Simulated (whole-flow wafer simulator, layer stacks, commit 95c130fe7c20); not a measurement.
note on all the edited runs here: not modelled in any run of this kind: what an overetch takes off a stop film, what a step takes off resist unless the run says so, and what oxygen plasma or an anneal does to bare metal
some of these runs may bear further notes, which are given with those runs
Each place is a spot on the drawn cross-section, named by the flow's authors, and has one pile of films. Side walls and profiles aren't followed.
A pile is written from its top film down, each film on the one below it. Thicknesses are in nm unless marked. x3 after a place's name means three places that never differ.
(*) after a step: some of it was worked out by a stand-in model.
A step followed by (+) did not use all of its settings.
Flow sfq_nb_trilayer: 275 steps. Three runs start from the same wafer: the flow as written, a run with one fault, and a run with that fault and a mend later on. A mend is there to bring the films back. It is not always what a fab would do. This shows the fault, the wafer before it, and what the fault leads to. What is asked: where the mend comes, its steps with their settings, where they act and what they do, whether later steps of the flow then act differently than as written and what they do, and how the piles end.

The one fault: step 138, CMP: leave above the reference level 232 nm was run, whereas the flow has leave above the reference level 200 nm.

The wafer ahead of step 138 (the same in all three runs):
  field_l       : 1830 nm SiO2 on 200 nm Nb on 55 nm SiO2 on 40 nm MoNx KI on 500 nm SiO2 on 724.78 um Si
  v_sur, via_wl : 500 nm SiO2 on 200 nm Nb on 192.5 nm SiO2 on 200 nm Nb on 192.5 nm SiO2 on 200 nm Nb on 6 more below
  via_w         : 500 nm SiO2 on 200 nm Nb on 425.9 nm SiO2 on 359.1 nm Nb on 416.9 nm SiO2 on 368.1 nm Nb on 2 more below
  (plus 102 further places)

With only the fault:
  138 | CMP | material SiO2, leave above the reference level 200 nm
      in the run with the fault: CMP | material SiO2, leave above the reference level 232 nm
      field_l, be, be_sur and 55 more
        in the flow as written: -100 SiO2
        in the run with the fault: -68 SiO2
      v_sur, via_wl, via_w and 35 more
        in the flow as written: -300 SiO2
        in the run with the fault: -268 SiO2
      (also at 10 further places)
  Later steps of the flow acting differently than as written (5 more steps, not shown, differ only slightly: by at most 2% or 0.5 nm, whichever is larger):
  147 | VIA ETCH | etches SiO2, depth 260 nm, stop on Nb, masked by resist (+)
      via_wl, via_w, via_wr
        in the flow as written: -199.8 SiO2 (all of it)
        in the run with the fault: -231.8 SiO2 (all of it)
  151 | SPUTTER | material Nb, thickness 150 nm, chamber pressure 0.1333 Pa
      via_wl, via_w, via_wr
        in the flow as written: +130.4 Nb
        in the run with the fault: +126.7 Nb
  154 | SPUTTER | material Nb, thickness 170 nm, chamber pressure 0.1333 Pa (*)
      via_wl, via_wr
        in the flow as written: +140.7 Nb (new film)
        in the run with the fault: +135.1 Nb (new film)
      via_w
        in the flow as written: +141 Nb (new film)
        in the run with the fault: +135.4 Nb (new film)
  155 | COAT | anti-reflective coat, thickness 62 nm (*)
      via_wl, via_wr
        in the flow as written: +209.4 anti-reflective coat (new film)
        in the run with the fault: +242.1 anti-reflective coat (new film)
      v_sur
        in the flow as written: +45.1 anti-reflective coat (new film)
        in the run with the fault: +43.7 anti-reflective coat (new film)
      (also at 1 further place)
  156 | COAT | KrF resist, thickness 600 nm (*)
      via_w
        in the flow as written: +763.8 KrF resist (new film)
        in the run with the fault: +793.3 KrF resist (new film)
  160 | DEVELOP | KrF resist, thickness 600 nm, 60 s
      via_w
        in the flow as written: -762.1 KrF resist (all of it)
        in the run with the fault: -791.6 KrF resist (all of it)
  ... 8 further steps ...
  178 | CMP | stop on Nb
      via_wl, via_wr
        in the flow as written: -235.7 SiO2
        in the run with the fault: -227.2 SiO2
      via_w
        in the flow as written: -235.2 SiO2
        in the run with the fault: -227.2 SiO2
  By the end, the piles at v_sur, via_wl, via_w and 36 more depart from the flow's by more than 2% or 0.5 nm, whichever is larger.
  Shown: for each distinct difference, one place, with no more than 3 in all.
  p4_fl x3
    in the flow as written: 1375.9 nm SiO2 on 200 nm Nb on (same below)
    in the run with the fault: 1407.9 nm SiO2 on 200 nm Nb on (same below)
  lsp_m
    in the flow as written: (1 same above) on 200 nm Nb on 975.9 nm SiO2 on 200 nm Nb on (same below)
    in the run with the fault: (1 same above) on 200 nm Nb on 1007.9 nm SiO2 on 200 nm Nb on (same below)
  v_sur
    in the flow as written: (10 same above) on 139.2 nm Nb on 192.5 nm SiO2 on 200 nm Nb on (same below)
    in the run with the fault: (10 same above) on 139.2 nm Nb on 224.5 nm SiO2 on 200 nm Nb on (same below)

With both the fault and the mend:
  After step 139 comes the mend.
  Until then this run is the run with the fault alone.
  139a | CMP | material SiO2, leave above the reference level 200 nm (the flow's step 138 again)
      field_l, v_sur, via_wl and 103 more
        -32 SiO2
  Later steps of the flow that are run all act as written at every place that is followed.
  At every place that both follow, the piles at the end match the flow's.
